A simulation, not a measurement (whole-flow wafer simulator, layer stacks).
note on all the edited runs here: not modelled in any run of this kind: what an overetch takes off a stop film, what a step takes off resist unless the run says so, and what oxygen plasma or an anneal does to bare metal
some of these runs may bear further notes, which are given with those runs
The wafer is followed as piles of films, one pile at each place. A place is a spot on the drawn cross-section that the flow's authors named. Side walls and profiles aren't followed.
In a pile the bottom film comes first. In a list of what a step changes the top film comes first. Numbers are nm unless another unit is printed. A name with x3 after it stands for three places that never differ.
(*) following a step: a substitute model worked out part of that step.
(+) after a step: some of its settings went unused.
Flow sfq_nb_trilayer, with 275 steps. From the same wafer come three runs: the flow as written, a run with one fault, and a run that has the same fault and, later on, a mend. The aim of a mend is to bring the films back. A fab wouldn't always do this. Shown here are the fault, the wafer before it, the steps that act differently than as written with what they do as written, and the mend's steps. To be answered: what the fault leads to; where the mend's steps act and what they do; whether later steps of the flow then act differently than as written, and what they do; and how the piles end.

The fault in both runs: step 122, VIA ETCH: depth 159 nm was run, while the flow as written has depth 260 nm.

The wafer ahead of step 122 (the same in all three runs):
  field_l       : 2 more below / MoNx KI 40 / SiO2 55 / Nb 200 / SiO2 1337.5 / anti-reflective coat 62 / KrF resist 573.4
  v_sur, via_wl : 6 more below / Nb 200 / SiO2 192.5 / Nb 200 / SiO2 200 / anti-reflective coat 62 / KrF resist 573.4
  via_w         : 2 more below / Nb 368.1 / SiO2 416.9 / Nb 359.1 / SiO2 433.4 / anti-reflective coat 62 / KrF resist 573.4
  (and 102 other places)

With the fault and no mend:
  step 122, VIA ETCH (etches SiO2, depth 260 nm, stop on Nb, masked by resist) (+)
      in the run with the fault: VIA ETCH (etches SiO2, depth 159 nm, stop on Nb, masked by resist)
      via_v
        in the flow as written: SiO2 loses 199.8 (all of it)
        in the run with the fault: SiO2 loses 159
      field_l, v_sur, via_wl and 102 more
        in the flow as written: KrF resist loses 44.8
        in the run with the fault: KrF resist loses 27.4
  Steps later in the flow that act otherwise than as written (3 more steps, not shown, differ only slightly: by at most 2% or 0.5 nm, whichever is larger):
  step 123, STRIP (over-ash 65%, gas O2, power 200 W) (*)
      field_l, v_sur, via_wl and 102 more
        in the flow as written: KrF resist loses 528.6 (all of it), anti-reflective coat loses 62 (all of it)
        in the run with the fault: KrF resist loses 546 (all of it), anti-reflective coat loses 62 (all of it)
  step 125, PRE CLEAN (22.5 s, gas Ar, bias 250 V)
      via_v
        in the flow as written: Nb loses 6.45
        in the run with the fault: SiO2 loses 7.5
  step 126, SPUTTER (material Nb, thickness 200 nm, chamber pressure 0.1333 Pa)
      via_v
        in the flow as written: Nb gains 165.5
        in the run with the fault: Nb gains 174.2 (new film)
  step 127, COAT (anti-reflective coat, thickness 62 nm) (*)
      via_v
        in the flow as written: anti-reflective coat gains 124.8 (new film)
        in the run with the fault: anti-reflective coat gains 114.4 (new film)
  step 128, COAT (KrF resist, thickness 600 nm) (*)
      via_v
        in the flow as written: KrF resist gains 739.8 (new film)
        in the run with the fault: KrF resist gains 707.9 (new film)
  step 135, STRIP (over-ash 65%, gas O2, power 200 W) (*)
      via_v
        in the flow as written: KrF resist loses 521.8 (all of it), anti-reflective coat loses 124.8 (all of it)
        in the run with the fault: KrF resist loses 490 (all of it), anti-reflective coat loses 114.4 (all of it)
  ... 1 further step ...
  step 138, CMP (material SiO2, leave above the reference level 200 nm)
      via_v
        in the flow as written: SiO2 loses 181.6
        in the run with the fault: SiO2 loses 157.1
  By the end, the piles at via_v depart from the flow's by more than 2% or 0.5 nm, whichever is larger.
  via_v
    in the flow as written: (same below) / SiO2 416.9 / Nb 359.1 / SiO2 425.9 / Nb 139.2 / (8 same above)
    in the run with the fault: (same below) / SiO2 416.9 / Nb 200 / SiO2 33.3 / Nb 174.2 / SiO2 377.4 / Nb 139.2 / (8 same above)

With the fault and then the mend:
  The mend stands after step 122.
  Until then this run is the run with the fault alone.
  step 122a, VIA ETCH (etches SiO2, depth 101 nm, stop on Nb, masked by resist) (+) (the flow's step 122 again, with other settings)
      field_l, v_sur, via_wl and 102 more
        KrF resist loses 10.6
      via_v
        SiO2 loses 40.8 (all of it)
  Every later step of the flow that is run acts as written, at every place that is followed, to within 2% or 0.5 nm, whichever is larger.
  By the end, the piles equal the flow's at every place that both follow.
